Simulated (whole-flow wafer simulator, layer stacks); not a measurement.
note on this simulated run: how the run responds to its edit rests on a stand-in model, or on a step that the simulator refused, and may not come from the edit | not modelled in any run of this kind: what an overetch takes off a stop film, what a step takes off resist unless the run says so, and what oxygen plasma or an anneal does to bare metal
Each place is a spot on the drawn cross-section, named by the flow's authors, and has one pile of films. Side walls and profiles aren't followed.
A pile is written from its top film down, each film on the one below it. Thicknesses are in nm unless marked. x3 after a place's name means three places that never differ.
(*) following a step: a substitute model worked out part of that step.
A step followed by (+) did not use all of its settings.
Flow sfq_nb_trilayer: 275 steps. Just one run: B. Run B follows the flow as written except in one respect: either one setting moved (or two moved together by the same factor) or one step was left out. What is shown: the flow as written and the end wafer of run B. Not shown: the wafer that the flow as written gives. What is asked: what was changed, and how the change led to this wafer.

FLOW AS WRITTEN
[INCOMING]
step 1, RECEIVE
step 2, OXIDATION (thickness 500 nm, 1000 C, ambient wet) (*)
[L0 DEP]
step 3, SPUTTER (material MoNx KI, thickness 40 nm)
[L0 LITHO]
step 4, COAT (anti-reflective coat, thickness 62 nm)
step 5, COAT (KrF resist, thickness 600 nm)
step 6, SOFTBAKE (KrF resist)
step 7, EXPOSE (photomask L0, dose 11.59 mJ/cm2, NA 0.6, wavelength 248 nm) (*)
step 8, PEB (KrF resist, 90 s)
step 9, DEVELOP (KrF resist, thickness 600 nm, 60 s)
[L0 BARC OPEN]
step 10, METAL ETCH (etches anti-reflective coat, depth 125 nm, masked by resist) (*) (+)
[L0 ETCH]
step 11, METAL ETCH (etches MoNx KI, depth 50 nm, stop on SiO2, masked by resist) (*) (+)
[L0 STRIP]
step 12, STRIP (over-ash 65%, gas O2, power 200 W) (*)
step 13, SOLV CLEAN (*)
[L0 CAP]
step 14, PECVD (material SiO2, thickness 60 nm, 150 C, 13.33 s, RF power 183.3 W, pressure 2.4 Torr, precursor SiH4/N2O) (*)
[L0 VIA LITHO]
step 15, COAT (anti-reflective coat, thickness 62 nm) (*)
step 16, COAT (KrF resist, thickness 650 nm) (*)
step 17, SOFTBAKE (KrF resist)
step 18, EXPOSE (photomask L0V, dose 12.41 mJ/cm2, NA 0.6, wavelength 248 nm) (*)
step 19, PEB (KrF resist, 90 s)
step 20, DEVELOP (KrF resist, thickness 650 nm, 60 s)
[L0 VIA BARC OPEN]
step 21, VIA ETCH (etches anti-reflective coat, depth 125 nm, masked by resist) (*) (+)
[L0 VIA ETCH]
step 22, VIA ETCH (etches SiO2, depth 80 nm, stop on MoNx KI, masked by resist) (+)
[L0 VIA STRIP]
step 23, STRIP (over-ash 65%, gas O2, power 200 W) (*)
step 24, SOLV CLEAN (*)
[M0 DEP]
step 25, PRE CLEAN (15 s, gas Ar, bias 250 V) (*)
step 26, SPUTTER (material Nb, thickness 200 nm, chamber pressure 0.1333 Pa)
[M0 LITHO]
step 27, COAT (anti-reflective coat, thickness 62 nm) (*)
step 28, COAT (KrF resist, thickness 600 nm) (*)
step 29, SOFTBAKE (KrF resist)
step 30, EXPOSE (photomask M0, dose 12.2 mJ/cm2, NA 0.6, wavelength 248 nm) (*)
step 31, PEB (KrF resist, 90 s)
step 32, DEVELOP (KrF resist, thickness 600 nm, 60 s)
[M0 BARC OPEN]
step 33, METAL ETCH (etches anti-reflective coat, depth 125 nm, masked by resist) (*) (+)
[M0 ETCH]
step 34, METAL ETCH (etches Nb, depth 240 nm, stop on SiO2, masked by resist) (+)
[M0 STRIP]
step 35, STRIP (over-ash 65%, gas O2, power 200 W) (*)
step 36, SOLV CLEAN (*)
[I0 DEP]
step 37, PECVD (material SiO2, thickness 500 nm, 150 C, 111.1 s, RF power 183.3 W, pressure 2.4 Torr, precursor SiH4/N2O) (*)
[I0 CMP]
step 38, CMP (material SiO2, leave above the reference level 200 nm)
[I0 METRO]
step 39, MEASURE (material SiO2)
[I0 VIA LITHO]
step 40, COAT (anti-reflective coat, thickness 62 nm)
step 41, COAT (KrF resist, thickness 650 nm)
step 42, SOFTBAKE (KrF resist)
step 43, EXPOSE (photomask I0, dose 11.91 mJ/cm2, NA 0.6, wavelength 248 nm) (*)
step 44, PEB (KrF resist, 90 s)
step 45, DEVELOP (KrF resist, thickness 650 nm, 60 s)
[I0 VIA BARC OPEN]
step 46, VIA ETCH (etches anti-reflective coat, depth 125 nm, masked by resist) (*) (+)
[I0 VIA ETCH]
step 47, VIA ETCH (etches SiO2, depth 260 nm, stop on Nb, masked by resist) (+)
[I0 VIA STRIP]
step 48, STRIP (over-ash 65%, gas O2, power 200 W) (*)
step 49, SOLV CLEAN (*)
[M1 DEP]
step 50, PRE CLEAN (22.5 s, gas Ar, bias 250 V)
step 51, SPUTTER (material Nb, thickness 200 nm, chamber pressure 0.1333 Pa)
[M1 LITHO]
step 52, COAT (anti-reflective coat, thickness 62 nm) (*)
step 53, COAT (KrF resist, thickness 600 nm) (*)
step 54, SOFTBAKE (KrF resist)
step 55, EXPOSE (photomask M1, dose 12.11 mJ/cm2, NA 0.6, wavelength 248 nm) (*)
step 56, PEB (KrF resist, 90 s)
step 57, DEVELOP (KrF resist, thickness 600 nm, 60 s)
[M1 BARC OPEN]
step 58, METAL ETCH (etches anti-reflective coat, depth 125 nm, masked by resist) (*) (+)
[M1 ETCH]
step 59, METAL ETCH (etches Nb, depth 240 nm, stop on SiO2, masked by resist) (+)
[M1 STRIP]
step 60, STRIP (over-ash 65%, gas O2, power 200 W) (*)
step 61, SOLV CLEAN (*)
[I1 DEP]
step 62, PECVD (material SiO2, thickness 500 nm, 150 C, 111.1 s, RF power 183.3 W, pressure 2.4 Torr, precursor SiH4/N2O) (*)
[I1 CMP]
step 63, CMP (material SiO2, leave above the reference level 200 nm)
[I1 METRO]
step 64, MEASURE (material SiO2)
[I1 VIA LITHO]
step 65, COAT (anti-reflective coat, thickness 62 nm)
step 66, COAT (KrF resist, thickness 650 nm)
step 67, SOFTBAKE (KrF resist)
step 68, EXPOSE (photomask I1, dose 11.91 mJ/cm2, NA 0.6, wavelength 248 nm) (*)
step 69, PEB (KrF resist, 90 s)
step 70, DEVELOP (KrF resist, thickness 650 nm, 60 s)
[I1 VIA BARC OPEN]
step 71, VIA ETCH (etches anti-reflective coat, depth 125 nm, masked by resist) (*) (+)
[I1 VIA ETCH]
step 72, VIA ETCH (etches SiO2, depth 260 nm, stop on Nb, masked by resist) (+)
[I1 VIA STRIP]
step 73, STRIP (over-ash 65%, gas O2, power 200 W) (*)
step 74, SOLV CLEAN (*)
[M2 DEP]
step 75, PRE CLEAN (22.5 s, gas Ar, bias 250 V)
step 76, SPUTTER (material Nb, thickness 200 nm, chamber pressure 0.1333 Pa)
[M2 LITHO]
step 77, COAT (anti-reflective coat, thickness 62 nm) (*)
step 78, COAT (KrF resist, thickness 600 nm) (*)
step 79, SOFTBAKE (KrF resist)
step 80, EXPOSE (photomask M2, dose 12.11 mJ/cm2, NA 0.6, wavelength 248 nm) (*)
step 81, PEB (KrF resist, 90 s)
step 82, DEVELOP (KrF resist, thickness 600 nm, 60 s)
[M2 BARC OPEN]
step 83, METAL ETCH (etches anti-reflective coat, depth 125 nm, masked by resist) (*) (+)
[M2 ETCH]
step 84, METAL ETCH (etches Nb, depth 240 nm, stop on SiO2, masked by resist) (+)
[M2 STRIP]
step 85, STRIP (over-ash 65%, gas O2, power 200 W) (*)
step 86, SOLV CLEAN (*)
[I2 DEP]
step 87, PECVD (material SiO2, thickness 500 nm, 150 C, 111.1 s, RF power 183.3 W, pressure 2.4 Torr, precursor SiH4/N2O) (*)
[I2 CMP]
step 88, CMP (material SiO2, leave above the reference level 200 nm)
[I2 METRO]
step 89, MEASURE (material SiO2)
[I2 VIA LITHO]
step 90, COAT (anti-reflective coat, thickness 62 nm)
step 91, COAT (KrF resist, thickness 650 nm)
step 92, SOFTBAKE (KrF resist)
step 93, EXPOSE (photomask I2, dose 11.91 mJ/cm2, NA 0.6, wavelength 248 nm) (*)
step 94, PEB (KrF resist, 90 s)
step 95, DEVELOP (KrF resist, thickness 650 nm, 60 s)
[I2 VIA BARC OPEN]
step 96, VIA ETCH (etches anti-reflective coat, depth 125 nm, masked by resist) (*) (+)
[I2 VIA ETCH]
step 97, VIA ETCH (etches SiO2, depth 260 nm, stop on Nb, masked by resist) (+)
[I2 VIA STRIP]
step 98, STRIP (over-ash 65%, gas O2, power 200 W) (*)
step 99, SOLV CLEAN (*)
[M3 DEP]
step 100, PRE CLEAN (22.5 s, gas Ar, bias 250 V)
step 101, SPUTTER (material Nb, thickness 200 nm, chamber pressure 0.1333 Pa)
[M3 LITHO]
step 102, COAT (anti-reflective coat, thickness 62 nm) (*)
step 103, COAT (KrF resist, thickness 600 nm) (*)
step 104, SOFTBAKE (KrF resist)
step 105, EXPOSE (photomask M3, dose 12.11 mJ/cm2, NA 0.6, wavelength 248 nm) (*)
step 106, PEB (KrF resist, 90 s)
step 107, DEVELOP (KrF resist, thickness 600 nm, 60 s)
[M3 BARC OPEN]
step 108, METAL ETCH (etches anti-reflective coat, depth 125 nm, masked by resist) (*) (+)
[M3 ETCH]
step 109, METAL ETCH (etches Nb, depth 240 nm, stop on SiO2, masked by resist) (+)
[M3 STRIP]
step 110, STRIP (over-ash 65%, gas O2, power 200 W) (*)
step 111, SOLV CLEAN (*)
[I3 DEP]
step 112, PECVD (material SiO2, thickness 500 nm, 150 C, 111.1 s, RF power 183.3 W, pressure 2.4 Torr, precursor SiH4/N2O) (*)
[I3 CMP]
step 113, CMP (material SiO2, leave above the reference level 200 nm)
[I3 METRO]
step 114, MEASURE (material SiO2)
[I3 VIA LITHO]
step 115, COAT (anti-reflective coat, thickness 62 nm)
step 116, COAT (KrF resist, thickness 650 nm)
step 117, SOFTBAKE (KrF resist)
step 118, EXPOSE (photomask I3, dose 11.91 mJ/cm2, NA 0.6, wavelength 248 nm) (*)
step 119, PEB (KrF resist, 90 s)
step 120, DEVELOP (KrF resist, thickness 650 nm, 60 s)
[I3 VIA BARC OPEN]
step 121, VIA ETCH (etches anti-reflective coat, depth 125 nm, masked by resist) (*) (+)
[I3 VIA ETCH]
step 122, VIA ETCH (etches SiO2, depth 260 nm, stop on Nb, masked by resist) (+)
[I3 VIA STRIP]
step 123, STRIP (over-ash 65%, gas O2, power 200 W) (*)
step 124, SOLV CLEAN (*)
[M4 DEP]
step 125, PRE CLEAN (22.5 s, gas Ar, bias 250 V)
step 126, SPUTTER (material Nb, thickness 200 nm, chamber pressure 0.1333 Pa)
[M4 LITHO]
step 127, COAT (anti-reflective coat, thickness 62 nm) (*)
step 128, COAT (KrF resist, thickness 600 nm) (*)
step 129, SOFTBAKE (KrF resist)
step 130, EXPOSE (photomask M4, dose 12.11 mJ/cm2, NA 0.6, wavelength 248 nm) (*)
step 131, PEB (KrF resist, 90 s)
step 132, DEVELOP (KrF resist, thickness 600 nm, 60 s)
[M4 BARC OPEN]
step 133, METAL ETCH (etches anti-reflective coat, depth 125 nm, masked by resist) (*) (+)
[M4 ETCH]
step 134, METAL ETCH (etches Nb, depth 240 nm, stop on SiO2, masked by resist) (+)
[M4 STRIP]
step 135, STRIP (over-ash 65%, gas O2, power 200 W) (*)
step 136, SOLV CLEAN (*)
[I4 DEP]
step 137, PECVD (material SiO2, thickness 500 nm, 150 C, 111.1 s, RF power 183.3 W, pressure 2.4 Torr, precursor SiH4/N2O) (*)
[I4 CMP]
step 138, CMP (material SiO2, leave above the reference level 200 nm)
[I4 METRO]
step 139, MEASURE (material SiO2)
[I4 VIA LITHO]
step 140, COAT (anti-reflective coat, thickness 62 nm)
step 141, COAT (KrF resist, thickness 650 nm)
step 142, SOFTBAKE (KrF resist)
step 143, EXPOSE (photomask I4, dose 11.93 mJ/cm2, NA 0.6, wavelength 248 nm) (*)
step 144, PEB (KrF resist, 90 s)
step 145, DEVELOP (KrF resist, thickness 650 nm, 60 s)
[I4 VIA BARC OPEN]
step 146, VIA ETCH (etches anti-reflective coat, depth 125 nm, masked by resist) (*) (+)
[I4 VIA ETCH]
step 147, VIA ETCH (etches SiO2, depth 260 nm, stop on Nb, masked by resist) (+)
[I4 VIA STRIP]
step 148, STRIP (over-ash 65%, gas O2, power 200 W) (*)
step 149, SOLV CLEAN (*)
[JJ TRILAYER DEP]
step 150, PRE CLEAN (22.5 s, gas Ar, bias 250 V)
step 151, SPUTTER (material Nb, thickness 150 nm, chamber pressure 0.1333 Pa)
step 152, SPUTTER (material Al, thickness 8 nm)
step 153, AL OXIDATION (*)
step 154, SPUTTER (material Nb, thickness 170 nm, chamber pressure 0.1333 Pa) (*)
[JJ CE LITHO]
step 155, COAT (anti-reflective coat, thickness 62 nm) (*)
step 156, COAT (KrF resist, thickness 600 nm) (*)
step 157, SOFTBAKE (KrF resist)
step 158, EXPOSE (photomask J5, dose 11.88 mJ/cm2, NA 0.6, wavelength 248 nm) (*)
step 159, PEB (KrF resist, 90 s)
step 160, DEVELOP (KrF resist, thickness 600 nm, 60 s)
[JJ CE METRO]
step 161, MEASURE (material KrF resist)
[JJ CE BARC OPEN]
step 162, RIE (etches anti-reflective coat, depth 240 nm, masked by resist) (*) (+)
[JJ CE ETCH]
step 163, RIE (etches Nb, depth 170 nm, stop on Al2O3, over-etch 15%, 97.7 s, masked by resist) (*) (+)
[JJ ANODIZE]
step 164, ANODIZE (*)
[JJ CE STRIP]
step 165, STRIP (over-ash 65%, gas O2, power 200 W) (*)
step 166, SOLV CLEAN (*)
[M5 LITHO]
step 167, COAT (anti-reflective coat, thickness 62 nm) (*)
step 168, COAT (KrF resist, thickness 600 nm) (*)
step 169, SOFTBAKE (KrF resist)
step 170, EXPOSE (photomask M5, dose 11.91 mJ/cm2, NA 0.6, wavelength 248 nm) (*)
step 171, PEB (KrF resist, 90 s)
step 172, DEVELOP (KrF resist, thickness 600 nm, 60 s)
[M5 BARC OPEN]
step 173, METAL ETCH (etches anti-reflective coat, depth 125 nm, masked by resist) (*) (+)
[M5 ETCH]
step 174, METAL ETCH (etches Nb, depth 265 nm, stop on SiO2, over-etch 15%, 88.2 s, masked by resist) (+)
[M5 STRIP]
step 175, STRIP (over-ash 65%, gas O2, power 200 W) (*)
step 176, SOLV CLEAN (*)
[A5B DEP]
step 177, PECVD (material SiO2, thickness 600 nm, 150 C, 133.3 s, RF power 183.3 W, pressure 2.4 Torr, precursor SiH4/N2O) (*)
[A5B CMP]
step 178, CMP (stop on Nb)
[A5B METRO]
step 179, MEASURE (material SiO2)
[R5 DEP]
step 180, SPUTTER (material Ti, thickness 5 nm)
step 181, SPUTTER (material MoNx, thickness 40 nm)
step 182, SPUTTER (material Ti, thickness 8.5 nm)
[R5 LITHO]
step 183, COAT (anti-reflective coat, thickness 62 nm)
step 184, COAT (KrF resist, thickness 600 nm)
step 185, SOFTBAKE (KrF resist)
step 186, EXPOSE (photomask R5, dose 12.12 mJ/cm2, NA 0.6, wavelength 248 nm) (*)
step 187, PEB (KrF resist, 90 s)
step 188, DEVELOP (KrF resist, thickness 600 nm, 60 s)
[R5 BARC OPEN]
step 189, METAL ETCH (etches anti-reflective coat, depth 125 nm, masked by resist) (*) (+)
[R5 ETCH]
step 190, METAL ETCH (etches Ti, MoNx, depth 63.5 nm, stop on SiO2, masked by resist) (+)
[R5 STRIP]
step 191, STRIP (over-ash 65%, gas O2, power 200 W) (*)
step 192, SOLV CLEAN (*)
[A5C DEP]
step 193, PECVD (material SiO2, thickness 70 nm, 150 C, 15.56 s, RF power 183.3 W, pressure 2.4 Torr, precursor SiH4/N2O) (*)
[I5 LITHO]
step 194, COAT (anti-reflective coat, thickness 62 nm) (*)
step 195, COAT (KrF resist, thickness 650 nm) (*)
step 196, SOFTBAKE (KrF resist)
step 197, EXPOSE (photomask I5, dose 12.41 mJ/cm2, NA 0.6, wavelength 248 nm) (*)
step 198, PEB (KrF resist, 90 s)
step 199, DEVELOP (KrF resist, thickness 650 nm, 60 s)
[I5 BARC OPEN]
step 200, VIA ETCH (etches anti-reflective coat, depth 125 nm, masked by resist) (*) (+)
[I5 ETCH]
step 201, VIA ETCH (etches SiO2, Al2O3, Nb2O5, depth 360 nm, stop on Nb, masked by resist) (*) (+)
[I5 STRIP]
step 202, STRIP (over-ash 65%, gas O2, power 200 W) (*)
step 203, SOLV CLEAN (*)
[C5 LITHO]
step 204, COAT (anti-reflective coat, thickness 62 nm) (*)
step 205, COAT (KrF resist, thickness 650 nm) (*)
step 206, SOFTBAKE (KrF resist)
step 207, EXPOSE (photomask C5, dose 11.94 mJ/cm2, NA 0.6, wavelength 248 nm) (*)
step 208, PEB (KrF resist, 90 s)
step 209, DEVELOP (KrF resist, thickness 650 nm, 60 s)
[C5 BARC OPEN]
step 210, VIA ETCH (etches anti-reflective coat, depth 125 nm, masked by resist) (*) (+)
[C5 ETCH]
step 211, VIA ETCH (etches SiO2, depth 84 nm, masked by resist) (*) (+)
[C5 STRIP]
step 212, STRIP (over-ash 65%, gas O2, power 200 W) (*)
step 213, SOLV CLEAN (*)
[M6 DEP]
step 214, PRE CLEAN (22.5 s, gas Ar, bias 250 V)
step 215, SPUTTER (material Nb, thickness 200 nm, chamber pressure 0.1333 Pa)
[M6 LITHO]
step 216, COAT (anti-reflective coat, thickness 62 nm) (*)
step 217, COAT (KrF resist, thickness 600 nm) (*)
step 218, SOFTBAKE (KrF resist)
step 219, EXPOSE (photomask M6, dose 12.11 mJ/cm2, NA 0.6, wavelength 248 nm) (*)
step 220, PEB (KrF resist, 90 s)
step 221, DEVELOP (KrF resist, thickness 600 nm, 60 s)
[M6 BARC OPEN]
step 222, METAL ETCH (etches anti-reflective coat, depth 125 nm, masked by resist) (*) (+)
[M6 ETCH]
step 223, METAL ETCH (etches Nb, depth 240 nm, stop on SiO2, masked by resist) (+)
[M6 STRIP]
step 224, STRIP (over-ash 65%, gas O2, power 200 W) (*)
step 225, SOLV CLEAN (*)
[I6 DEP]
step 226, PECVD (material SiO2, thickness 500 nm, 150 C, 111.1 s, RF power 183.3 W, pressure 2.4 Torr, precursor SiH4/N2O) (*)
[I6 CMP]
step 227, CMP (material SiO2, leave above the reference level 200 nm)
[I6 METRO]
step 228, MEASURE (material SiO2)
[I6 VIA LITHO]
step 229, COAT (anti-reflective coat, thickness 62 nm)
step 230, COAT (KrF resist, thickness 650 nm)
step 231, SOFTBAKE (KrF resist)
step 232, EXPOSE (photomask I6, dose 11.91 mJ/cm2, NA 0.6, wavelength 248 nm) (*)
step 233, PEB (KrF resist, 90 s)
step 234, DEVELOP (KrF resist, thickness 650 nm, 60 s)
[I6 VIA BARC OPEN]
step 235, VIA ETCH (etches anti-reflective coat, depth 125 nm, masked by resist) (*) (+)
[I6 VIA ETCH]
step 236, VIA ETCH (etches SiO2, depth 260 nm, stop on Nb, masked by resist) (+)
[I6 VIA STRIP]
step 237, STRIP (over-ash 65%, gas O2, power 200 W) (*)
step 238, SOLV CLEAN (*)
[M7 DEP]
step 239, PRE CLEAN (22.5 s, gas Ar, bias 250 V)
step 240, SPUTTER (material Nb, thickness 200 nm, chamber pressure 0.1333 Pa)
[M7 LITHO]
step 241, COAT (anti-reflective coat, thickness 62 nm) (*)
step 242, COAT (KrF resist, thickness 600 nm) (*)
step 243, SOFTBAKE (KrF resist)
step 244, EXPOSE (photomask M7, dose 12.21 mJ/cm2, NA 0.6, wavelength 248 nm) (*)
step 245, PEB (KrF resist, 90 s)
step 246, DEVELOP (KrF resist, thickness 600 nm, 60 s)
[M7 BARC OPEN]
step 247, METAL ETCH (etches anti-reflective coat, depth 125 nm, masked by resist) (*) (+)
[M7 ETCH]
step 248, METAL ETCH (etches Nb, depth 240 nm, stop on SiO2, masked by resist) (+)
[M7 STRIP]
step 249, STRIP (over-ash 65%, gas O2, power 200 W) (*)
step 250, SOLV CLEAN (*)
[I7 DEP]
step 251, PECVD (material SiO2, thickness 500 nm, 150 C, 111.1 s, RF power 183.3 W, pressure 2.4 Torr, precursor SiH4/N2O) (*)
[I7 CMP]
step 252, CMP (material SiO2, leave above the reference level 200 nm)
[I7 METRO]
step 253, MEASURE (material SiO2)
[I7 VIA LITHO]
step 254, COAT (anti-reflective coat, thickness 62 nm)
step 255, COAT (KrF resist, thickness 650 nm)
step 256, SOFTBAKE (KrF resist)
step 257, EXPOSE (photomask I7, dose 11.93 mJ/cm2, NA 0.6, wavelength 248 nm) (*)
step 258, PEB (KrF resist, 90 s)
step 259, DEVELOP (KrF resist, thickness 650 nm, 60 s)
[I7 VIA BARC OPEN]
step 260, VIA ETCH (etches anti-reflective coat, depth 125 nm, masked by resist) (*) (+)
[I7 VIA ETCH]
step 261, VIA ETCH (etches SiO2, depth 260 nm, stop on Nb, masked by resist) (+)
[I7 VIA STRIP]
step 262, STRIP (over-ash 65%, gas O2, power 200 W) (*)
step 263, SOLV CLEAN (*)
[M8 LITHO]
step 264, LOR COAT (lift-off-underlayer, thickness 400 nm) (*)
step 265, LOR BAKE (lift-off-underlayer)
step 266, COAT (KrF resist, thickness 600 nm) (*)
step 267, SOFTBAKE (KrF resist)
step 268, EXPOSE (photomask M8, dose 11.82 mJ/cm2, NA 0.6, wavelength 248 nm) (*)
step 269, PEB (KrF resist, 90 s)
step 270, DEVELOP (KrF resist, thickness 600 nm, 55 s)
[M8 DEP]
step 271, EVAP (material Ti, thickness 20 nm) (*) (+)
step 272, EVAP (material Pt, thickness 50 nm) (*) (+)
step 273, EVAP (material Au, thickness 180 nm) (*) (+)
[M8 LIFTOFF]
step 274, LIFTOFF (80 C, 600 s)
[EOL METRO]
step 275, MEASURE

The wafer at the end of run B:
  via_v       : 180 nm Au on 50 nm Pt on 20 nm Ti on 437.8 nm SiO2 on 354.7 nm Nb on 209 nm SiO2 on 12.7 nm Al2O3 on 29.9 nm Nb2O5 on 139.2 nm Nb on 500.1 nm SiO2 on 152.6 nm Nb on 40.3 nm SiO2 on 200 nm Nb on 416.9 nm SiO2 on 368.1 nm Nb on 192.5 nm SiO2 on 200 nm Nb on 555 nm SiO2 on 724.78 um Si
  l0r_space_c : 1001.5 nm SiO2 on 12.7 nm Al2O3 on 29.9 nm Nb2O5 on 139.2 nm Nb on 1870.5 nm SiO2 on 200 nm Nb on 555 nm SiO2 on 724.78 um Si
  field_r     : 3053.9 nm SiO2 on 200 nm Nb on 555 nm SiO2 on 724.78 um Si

What caused this: step 113, CMP: leave above the reference level 308 nm was run, whereas the flow has leave above the reference level 200 nm.

Step by step, how the change led to this:
  step 113, CMP (material SiO2, leave above the reference level 200 nm)
      field_l, be, be_sur and 64 more: nothing (it would be, as written: -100 SiO2)
      v_sur, via_wl, via_wr and 27 more: -192 SiO2 (it would be, as written: -300 SiO2)
      (and at 9 other places as well)
  step 115, COAT (anti-reflective coat, thickness 62 nm)
      wl_d_sl, wl_d_sr, wl_f_sl: +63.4 anti-reflective coat (new film) (it would be, as written: +62 anti-reflective coat (new film))
      m5r_linepad_l, m5r_linepad_r: +65.4 anti-reflective coat (new film) (it would be, as written: +62 anti-reflective coat (new film))
      (and at 9 other places as well)
  step 122, VIA ETCH (etches SiO2, depth 260 nm, stop on Nb, masked by resist) (+)
      via_v: -260 SiO2 (it would be, as written: -199.8 SiO2 (all of it))
  step 123, STRIP (over-ash 65%, gas O2, power 200 W) (*)
      m5r_linepad_l, m5r_linepad_r: -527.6 KrF resist (all of it), -65.4 anti-reflective coat (all of it) (it would be, as written: -528.6 KrF resist (all of it), -62 anti-reflective coat (all of it))
      r5r_spacepad_l, r5r_spacepad_r: -527.9 KrF resist (all of it), -65.5 anti-reflective coat (all of it) (it would be, as written: -528.6 KrF resist (all of it), -62 anti-reflective coat (all of it))
      (and at 10 other places as well)
  step 125, PRE CLEAN (22.5 s, gas Ar, bias 250 V)
      via_v: -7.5 SiO2 (it would be, as written: -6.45 Nb)
  step 126, SPUTTER (material Nb, thickness 200 nm, chamber pressure 0.1333 Pa)
      via_v: +152.6 Nb (new film) (it would be, as written: +165.5 Nb)
  step 127, COAT (anti-reflective coat, thickness 62 nm) (*)
      p4_w1, p4_w3, p3_l6: +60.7 anti-reflective coat (new film) (it would be, as written: +62 anti-reflective coat (new film))
      wl_d_sl, wl_d_sr, r5r_line_l: +63.4 anti-reflective coat (new film) (it would be, as written: +62 anti-reflective coat (new film))
      (and at 14 other places as well)
  step 128, COAT (KrF resist, thickness 600 nm) (*)
      via_v: +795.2 KrF resist (new film) (it would be, as written: +739.8 KrF resist (new film))
  step 133, METAL ETCH (etches anti-reflective coat, depth 125 nm, masked by resist) (*) (+)
      wl_d_sl, wl_d_sr, r5r_line_l: -63.4 anti-reflective coat (all of it) (it would be, as written: -62 anti-reflective coat (all of it))
      p3_fr, wl_f_sl: -63.3 anti-reflective coat (all of it) (it would be, as written: -62 anti-reflective coat (all of it))
      (and at 6 other places as well)
  step 135, STRIP (over-ash 65%, gas O2, power 200 W) (*)
      v_sur: -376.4 KrF resist (all of it), -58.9 anti-reflective coat (all of it) (it would be, as written: -379.9 KrF resist (all of it), -61.4 anti-reflective coat (all of it))
      via_w: -372.9 KrF resist (all of it), -59.7 anti-reflective coat (all of it) (it would be, as written: -377.5 KrF resist (all of it), -61 anti-reflective coat (all of it))
      (and at 7 other places as well)
  step 137, PECVD (material SiO2, thickness 500 nm, 150 C, 111.1 s, RF power 183.3 W, pressure 2.4 Torr, precursor SiH4/N2O) (*)
      via_v: +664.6 SiO2 (new film) (it would be, as written: +615 SiO2 (new film))
  step 138, CMP (material SiO2, leave above the reference level 200 nm)
      field_l, be, be_sur and 55 more: -92 SiO2 (it would be, as written: -100 SiO2)
      ln_m5, lsp_m, ln_m6, p4_fl, p4_fm, p4_fr: -292 SiO2 (it would be, as written: -300 SiO2)
      (and at 4 other places as well)
Taking metal films that touch as one body, via_v has 7 bodies (between them, from the top down: SiO2 437.8; SiO2 209 / Al2O3 12.7 / Nb2O5 29.9; SiO2 500.1; SiO2 40.3; SiO2 416.9; SiO2 192.5); the flow as written gives 6 bodies (between them, from the top down: SiO2 437.8; SiO2 209 / Al2O3 12.7 / Nb2O5 29.9; SiO2 425.9; SiO2 416.9; SiO2 192.5).
